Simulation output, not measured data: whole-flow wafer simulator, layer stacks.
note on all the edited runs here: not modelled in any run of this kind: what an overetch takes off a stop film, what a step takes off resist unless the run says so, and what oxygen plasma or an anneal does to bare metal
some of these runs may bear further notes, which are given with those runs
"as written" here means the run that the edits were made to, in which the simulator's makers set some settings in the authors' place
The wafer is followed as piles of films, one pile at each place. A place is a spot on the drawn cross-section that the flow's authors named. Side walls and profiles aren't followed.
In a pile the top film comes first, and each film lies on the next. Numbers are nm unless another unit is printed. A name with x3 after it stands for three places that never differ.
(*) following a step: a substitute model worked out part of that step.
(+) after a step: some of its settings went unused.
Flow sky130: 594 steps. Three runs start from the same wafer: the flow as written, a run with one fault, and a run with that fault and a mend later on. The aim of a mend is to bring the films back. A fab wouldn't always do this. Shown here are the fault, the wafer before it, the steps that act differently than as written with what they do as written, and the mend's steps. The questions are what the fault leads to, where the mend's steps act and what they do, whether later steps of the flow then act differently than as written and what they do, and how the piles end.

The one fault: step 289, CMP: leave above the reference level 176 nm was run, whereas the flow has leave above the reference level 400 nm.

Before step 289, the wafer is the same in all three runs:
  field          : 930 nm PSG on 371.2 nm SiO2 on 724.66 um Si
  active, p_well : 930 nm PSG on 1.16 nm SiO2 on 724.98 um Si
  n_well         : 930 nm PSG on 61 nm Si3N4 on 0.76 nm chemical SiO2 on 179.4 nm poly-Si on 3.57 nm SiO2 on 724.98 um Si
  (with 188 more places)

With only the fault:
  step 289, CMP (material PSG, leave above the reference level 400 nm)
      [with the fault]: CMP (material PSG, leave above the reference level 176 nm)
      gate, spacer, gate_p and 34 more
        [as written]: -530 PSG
        [with the fault]: -754 PSG
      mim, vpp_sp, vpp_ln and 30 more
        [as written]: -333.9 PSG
        [with the fault]: -557.9 PSG
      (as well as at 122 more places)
  Steps further on in the flow that do not act as written:
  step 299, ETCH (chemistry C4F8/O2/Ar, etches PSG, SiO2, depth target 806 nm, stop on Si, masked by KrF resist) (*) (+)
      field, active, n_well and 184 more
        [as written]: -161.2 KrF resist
        [with the fault]: -126.2 KrF resist
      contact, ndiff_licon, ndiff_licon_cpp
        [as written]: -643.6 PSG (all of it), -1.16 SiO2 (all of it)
        [with the fault]: -419.6 PSG (all of it), -1.16 SiO2 (all of it)
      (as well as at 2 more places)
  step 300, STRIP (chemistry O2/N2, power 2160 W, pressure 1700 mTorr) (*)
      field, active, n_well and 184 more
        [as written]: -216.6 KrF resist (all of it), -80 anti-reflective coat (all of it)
        [with the fault]: -251.6 KrF resist (all of it), -80 anti-reflective coat (all of it)
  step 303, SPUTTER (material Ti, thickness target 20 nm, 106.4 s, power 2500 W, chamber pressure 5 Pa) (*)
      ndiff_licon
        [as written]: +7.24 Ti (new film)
        [with the fault]: +10.3 Ti (new film)
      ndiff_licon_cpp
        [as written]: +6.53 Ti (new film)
        [with the fault]: +9.27 Ti (new film)
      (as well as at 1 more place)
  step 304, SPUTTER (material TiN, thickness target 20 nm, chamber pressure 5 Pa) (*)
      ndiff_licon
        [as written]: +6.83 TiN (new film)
        [with the fault]: +9.84 TiN (new film)
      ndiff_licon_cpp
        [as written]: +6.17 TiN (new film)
        [with the fault]: +8.91 TiN (new film)
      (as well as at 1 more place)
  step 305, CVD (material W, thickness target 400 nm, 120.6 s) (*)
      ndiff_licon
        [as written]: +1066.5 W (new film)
        [with the fault]: +836.5 W (new film)
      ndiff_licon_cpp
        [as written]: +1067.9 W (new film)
        [with the fault]: +838.4 W (new film)
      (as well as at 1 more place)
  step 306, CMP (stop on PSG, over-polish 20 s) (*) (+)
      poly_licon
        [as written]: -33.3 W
        [with the fault]: -257.3 W
  The piles end different from the flow's at field, active, n_well and 190 more by more than 2% or 0.5 nm, whichever is larger.
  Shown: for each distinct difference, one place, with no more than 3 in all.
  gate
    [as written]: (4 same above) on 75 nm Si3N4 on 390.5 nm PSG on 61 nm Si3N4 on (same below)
    [with the fault]: (4 same above) on 75 nm Si3N4 on 166.5 nm PSG on 61 nm Si3N4 on (same below)
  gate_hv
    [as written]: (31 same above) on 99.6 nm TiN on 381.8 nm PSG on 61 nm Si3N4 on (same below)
    [with the fault]: (31 same above) on 99.6 nm TiN on 157.8 nm PSG on 61 nm Si3N4 on (same below)
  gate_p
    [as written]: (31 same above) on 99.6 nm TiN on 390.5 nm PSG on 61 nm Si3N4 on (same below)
    [with the fault]: (31 same above) on 99.6 nm TiN on 166.5 nm PSG on 61 nm Si3N4 on (same below)

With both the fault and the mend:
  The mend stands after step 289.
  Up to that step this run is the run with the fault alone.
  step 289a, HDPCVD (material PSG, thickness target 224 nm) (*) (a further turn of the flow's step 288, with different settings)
      field, active, n_well and 189 more
        +224 PSG
  Later steps of the flow that are run all act as written at every place that is followed, up to a difference of at most 2% or 0.5 nm, whichever is larger.
  When the end is reached, the piles differ only a little from the flow's at the places that both follow, at most by 2% or 0.5 nm, whichever is larger.
